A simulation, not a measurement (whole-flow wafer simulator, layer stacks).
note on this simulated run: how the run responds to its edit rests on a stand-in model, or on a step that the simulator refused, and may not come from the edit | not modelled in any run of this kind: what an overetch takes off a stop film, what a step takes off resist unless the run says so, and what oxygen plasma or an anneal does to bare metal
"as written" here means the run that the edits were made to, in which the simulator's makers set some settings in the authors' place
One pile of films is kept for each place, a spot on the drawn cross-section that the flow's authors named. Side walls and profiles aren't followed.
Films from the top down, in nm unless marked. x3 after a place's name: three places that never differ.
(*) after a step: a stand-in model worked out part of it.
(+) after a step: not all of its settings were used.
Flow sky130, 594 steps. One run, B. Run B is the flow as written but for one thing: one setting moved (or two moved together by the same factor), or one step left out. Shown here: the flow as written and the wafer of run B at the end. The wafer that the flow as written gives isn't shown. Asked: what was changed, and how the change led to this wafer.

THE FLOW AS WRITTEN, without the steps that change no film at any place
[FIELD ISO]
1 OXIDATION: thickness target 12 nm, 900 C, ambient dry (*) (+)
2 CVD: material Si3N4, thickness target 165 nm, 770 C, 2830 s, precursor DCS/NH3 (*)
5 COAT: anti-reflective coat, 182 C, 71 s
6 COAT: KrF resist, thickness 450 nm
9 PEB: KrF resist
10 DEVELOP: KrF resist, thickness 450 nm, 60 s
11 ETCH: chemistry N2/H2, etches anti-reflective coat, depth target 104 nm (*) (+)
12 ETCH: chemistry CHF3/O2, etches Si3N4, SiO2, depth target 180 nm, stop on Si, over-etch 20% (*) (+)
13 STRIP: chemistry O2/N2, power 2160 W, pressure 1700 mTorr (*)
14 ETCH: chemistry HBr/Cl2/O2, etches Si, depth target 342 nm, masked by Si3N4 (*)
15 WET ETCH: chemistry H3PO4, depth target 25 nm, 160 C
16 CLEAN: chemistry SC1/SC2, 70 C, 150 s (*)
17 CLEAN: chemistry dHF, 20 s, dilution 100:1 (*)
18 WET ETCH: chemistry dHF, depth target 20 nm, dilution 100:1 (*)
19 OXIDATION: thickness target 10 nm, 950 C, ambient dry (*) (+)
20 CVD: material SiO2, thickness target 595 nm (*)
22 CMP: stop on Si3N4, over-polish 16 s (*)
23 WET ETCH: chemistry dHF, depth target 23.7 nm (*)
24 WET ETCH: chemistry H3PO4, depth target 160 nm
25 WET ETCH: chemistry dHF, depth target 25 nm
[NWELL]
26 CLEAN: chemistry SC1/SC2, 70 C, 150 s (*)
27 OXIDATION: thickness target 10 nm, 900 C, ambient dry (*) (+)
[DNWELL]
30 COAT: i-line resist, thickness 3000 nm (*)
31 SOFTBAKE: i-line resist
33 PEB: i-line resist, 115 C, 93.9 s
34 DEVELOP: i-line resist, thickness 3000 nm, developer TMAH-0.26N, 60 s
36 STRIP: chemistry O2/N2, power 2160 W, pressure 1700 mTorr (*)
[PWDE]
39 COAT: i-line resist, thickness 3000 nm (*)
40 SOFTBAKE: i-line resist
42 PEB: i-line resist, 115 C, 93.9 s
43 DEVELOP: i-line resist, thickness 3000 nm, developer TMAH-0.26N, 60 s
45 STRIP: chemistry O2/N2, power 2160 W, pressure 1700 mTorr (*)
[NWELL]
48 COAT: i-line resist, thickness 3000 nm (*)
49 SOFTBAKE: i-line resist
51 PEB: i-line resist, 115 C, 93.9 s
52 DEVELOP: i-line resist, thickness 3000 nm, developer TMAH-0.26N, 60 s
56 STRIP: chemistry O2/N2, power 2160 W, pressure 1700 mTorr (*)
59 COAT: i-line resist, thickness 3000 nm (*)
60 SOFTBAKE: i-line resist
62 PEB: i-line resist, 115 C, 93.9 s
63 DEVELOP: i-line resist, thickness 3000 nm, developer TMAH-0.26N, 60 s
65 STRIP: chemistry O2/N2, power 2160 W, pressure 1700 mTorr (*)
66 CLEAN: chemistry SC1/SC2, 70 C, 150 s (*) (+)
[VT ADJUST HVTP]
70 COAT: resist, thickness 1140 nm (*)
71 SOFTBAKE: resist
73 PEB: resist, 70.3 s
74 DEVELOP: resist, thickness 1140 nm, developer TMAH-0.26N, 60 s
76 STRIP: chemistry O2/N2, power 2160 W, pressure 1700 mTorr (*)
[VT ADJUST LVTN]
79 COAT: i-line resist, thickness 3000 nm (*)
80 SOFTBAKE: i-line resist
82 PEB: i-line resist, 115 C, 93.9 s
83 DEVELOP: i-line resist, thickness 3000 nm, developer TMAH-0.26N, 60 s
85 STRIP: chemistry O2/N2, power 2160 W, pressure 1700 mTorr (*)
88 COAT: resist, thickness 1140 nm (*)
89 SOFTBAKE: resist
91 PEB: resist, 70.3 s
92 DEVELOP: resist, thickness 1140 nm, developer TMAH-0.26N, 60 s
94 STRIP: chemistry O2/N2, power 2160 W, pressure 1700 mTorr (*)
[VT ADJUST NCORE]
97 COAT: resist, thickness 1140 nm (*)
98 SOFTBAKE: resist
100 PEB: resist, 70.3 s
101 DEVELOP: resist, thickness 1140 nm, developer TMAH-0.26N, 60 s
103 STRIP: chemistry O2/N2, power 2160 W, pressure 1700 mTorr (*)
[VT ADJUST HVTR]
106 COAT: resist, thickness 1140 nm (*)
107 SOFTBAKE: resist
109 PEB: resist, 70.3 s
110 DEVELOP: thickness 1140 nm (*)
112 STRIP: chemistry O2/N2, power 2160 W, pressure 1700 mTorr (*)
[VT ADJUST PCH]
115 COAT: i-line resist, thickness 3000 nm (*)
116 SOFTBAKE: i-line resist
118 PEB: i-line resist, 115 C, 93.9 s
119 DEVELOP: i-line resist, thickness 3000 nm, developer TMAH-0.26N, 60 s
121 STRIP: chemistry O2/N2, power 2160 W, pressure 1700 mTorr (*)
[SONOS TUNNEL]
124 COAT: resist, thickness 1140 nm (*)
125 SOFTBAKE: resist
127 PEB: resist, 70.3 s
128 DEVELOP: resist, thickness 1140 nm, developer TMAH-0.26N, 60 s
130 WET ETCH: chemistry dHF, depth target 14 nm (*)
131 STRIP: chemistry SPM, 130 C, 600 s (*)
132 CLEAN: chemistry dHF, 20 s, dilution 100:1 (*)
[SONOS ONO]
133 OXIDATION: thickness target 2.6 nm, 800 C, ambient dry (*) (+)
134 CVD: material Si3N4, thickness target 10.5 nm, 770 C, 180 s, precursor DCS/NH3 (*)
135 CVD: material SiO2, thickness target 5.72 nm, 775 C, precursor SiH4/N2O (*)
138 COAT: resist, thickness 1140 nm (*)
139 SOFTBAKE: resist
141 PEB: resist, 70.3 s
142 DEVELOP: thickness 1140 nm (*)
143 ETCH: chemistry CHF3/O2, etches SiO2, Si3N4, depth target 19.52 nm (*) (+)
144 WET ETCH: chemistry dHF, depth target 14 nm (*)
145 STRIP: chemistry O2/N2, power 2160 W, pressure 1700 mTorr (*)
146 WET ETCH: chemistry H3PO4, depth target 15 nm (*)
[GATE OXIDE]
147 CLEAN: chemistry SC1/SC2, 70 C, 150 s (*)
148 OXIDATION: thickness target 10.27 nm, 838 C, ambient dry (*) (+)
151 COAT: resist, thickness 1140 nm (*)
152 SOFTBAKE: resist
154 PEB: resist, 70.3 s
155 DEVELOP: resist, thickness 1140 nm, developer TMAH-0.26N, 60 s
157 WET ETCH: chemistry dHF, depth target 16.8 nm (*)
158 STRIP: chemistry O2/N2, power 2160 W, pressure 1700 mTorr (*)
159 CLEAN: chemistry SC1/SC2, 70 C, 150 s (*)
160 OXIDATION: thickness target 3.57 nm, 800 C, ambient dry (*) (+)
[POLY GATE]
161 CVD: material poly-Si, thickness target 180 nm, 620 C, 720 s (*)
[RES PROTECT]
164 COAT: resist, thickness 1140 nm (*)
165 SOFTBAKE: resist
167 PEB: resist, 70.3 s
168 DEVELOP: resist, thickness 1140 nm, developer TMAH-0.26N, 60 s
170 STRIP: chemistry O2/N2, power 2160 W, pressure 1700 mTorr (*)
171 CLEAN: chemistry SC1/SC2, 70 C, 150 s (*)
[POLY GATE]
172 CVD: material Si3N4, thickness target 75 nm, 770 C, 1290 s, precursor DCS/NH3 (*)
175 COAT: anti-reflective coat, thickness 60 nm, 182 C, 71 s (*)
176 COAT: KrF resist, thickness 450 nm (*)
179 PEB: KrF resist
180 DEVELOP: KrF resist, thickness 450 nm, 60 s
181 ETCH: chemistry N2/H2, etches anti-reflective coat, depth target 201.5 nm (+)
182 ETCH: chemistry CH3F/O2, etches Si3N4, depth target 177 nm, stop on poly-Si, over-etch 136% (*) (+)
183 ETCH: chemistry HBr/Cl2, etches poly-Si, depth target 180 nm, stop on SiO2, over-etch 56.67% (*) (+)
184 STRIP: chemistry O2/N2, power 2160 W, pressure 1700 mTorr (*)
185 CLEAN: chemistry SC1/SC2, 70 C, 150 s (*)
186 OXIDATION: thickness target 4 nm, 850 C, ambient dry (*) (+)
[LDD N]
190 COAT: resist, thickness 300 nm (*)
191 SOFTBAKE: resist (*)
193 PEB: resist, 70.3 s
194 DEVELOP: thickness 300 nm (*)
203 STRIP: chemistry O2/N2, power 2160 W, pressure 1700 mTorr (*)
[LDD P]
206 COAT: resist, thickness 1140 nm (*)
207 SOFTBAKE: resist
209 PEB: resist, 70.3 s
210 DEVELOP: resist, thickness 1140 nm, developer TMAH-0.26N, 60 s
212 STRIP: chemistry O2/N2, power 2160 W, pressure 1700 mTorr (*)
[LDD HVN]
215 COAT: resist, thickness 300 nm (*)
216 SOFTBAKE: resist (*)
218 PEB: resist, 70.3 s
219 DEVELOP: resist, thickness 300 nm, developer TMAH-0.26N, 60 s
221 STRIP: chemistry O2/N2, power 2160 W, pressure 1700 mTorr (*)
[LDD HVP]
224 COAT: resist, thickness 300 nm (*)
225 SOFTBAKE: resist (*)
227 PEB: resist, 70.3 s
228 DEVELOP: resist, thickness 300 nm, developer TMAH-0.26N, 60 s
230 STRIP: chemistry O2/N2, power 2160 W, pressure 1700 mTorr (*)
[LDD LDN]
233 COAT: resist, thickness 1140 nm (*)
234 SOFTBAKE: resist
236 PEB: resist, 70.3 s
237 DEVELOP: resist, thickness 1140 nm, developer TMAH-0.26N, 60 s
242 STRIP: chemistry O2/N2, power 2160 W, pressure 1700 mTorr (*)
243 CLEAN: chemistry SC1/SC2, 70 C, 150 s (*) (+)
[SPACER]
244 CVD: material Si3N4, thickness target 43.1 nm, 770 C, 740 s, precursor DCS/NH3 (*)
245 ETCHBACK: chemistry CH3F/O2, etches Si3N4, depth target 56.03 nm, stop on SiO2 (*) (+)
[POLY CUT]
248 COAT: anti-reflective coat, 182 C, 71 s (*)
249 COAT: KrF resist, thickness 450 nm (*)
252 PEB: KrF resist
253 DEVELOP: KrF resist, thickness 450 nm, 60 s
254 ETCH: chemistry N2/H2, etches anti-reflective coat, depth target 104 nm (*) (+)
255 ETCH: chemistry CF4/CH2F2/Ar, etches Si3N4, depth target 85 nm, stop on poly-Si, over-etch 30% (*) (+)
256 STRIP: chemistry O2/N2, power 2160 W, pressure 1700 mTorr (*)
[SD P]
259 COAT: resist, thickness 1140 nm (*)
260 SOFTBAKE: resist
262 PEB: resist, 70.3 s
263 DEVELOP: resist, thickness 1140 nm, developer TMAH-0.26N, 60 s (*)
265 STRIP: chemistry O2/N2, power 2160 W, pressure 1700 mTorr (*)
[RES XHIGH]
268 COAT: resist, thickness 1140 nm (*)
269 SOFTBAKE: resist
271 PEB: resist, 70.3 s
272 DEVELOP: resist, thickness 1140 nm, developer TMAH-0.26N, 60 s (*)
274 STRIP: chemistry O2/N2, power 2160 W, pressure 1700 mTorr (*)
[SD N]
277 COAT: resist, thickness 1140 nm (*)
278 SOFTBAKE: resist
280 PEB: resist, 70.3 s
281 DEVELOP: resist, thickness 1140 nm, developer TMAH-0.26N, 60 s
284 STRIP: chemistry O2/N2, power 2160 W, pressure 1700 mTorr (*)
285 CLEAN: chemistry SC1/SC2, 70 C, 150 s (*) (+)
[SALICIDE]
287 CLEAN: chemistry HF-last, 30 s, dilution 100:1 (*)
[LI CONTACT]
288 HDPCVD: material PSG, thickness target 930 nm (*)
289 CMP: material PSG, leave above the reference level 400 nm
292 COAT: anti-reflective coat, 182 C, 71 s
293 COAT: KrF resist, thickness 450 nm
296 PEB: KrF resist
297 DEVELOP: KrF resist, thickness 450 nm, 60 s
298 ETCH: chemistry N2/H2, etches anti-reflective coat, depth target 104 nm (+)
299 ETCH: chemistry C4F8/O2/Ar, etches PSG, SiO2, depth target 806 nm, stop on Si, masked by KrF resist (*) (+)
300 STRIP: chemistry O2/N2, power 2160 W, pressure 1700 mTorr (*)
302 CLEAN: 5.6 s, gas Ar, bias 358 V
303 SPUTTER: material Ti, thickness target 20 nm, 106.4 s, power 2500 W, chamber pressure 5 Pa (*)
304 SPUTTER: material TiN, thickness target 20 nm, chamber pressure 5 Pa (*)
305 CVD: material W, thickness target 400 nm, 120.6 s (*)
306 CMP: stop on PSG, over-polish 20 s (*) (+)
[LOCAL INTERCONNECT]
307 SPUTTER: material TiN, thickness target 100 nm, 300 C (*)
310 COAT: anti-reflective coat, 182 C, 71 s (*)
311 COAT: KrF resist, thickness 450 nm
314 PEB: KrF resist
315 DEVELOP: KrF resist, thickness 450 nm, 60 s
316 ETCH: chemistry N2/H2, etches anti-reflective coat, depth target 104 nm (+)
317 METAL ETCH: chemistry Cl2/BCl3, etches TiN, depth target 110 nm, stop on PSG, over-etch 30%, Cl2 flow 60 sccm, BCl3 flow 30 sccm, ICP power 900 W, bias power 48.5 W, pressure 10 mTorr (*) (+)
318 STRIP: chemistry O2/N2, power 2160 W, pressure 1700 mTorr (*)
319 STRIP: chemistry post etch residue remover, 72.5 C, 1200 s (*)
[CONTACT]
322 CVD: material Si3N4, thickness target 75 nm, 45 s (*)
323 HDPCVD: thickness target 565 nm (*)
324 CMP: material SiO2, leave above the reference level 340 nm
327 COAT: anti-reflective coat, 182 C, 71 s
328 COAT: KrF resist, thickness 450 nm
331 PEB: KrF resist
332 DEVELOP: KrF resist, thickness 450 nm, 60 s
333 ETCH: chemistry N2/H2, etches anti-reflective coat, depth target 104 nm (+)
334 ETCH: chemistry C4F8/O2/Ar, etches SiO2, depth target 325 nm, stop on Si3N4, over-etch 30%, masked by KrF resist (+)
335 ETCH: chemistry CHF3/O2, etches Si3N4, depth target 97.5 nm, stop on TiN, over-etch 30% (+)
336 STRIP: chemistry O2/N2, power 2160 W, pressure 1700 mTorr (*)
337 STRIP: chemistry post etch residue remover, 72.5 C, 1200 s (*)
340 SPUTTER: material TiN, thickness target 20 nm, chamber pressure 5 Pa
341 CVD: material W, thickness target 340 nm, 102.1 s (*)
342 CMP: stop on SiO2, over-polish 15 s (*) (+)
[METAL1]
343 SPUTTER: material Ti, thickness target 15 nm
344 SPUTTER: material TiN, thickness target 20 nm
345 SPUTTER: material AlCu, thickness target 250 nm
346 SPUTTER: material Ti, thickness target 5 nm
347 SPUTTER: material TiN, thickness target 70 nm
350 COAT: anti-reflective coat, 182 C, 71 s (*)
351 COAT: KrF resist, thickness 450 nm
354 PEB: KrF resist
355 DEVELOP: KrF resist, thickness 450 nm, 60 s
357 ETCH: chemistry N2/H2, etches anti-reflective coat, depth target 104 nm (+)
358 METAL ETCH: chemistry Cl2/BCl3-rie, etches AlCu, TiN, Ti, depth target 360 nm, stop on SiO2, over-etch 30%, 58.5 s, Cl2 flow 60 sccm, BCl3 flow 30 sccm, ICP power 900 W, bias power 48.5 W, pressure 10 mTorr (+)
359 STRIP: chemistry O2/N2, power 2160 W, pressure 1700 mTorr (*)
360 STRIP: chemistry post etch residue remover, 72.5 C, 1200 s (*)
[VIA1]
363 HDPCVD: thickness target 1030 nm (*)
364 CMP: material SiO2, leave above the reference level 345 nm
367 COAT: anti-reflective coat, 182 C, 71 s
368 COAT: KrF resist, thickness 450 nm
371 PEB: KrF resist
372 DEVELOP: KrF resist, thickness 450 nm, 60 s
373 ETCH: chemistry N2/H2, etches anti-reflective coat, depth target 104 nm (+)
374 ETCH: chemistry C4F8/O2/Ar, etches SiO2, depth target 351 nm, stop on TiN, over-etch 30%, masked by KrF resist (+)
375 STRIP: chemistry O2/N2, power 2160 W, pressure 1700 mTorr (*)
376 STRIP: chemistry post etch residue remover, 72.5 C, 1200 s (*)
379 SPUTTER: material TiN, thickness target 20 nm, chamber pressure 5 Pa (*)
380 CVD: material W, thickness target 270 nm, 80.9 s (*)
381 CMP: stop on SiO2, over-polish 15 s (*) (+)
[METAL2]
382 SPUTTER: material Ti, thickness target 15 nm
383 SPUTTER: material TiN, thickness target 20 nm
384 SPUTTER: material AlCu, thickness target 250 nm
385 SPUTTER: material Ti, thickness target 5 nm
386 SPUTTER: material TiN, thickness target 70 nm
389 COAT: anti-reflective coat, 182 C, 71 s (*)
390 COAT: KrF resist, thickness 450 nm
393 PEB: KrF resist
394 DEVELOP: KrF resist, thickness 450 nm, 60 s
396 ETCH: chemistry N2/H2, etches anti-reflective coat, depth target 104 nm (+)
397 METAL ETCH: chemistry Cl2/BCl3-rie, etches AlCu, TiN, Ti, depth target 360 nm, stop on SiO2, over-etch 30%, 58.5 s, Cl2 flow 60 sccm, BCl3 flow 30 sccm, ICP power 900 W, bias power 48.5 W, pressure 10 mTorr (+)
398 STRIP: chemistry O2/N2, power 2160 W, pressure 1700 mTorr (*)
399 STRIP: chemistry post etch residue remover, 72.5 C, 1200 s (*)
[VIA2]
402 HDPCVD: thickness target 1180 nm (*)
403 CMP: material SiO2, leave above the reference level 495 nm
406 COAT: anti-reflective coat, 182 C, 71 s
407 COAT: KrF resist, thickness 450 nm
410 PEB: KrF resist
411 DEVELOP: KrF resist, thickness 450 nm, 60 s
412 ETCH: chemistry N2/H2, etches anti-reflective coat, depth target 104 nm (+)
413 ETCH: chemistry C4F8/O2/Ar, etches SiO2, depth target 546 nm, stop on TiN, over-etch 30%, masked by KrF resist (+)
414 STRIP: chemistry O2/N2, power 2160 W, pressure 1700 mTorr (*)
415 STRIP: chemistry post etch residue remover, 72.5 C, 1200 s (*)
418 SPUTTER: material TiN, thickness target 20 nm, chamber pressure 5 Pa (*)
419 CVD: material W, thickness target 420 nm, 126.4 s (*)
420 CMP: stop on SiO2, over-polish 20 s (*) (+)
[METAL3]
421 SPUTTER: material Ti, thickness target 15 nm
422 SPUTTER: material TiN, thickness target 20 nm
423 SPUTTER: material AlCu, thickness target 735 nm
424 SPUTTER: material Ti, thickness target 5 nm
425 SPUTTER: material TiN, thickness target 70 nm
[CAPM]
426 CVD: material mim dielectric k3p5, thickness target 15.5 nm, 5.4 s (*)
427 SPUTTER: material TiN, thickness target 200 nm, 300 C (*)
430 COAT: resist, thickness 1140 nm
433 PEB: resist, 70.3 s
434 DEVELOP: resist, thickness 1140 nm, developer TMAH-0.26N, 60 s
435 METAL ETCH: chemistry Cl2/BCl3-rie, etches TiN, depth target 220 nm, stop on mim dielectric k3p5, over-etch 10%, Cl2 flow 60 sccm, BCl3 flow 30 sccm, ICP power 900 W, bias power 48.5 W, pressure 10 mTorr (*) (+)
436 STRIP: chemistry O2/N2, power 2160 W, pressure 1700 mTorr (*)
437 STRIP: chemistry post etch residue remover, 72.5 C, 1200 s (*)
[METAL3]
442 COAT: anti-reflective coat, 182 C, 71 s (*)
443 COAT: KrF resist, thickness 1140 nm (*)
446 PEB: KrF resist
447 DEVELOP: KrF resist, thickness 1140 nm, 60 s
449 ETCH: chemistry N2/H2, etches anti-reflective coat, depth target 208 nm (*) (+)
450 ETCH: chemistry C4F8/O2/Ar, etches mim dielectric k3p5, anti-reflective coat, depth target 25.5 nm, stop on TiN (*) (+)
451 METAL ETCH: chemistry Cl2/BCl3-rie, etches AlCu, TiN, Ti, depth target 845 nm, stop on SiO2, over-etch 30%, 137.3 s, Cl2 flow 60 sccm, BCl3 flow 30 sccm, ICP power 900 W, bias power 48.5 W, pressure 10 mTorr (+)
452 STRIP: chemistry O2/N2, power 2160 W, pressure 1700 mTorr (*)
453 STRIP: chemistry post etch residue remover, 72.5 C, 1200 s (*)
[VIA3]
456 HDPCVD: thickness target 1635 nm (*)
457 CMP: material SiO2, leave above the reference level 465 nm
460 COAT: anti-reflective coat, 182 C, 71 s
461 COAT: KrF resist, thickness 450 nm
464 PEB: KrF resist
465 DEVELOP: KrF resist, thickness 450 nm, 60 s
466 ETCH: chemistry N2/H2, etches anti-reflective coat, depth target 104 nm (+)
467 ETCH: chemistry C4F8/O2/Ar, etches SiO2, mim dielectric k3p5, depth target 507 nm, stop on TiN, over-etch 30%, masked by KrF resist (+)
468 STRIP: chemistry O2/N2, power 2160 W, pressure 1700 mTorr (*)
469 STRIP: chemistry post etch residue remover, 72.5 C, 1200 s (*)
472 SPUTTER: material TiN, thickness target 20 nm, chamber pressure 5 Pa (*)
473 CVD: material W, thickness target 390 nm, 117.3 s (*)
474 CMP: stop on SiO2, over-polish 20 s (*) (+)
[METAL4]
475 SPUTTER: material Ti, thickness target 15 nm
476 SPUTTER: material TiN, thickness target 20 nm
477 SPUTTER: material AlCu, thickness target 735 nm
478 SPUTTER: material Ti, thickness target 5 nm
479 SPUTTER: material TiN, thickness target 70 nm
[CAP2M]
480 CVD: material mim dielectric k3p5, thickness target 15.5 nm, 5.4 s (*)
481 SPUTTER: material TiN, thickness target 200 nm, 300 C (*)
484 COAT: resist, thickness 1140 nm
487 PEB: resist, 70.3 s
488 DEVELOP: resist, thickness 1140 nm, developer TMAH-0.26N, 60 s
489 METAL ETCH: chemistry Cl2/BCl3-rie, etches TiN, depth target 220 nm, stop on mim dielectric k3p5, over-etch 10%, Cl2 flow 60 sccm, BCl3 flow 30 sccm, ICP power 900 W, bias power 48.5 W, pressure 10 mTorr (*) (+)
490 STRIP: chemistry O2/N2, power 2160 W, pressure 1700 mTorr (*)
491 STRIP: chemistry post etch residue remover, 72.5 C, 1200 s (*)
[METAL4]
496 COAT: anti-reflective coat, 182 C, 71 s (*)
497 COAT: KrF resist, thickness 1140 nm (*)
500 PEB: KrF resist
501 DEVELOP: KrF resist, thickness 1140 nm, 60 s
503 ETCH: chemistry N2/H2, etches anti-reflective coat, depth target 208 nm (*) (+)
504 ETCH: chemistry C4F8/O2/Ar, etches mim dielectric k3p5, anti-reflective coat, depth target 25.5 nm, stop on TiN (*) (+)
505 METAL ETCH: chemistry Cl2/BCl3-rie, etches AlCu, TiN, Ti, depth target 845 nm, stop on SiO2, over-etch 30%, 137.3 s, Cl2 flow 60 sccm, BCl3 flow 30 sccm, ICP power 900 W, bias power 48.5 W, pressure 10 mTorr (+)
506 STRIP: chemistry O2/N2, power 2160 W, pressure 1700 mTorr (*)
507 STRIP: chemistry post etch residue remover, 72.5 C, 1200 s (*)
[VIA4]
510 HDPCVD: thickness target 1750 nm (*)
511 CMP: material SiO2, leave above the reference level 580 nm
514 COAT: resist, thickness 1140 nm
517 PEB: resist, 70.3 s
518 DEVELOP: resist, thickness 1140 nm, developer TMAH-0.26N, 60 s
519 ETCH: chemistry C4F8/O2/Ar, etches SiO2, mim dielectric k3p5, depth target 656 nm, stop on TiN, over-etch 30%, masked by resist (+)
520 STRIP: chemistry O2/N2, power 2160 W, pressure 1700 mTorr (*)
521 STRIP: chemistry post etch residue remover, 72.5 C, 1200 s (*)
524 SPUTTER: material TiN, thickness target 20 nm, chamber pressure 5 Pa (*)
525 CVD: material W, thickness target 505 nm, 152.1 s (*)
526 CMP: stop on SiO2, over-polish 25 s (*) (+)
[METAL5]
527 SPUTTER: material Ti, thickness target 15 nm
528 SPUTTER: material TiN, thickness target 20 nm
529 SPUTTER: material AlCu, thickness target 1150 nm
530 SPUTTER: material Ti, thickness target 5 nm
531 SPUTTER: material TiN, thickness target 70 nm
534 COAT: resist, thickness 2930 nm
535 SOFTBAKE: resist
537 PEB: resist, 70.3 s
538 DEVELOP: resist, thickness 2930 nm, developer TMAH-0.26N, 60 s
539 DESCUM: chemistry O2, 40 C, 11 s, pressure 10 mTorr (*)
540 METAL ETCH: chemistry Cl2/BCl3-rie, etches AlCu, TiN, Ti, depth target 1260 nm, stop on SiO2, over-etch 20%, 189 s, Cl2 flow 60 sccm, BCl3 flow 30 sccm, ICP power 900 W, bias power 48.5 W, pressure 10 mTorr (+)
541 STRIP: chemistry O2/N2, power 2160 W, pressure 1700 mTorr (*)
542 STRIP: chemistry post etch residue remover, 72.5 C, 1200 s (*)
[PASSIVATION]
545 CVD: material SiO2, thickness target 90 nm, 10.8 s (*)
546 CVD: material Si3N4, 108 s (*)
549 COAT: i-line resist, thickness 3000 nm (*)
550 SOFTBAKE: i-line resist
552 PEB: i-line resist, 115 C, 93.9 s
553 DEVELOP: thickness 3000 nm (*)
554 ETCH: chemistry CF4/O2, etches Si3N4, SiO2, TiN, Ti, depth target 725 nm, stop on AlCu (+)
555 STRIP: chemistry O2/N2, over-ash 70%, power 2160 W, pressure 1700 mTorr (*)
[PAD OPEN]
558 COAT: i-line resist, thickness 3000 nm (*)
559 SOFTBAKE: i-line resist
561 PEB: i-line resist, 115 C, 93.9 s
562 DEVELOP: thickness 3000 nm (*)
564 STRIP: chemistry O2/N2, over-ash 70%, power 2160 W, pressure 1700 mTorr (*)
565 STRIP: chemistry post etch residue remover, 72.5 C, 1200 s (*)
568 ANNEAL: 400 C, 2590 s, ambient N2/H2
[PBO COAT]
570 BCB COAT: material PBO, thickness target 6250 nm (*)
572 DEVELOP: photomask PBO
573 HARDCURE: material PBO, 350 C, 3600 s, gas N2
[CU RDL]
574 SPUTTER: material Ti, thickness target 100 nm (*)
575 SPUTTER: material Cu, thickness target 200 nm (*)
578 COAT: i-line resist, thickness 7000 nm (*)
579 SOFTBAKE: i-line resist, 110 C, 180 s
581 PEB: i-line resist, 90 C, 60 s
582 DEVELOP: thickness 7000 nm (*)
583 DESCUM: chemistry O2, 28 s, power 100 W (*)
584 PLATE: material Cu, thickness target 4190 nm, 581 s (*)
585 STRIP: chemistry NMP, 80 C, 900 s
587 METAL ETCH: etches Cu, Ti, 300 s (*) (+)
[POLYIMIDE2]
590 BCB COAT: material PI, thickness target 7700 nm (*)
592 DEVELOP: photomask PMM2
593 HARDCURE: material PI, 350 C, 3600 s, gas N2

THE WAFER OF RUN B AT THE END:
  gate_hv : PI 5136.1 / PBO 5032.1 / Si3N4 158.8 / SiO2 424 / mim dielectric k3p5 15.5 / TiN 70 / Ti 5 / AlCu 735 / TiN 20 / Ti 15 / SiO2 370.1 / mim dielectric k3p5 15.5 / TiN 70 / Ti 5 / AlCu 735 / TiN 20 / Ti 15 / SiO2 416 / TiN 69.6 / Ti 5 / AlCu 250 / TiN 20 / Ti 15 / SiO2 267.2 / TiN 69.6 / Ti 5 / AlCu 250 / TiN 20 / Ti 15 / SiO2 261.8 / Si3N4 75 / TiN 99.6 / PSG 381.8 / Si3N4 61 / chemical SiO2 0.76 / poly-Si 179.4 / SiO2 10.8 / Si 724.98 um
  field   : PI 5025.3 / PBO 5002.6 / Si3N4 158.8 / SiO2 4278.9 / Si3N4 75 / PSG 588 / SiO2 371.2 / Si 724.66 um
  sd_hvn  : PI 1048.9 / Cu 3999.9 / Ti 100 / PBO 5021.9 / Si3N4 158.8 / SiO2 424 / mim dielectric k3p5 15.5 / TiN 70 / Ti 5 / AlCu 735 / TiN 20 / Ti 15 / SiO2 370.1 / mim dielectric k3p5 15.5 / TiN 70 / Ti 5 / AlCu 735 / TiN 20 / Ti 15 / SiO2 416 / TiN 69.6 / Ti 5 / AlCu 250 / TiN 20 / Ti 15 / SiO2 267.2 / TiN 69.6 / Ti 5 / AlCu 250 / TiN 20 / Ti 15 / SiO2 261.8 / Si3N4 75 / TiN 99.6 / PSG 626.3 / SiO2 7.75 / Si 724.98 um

The cause: step 511, CMP: leave above the reference level 420 nm was run, where the flow has leave above the reference level 580 nm.

How the change led to this, step by step:
  511 CMP: material SiO2, leave above the reference level 580 nm
      n_well, p_well, gate_hv and 99 more: SiO2 -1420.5 (as written it would be: SiO2 -1260.5)
      field, active, gate and 77 more: SiO2 -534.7 (as written it would be: SiO2 -374.7)
      (and at 11 more places)
  519 ETCH: chemistry C4F8/O2/Ar, etches SiO2, mim dielectric k3p5, depth target 656 nm, stop on TiN, over-etch 30%, masked by resist (+)
      field, active, n_well and 188 more: resist -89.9 (as written it would be: resist -131.2)
      m1: SiO2 -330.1 (all of it), mim dielectric k3p5 -15.5 (all of it) (as written it would be: SiO2 -490.1 (all of it), mim dielectric k3p5 -15.5 (all of it))
      (and at 1 more place)
  520 STRIP: chemistry O2/N2, power 2160 W, pressure 1700 mTorr (*)
      field, active, n_well and 188 more: resist -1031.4 (all of it) (as written it would be: resist -990.1 (all of it))
  524 SPUTTER: material TiN, thickness target 20 nm, chamber pressure 5 Pa (*)
      m1, via4_hole: TiN +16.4 (as written it would be: TiN +15.3)
  525 CVD: material W, thickness target 505 nm, 152.1 s (*)
      m1: W +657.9 (new film) (as written it would be: W +1015.8 (new film))
      via4_hole: W +659 (new film) (as written it would be: W +1015.2 (new film))
  526 CMP: stop on SiO2, over-polish 25 s (*) (+)
      m1: W -335.9 (as written it would be: W -532.7)
      via4_hole: W -337.6 (as written it would be: W -532.7)
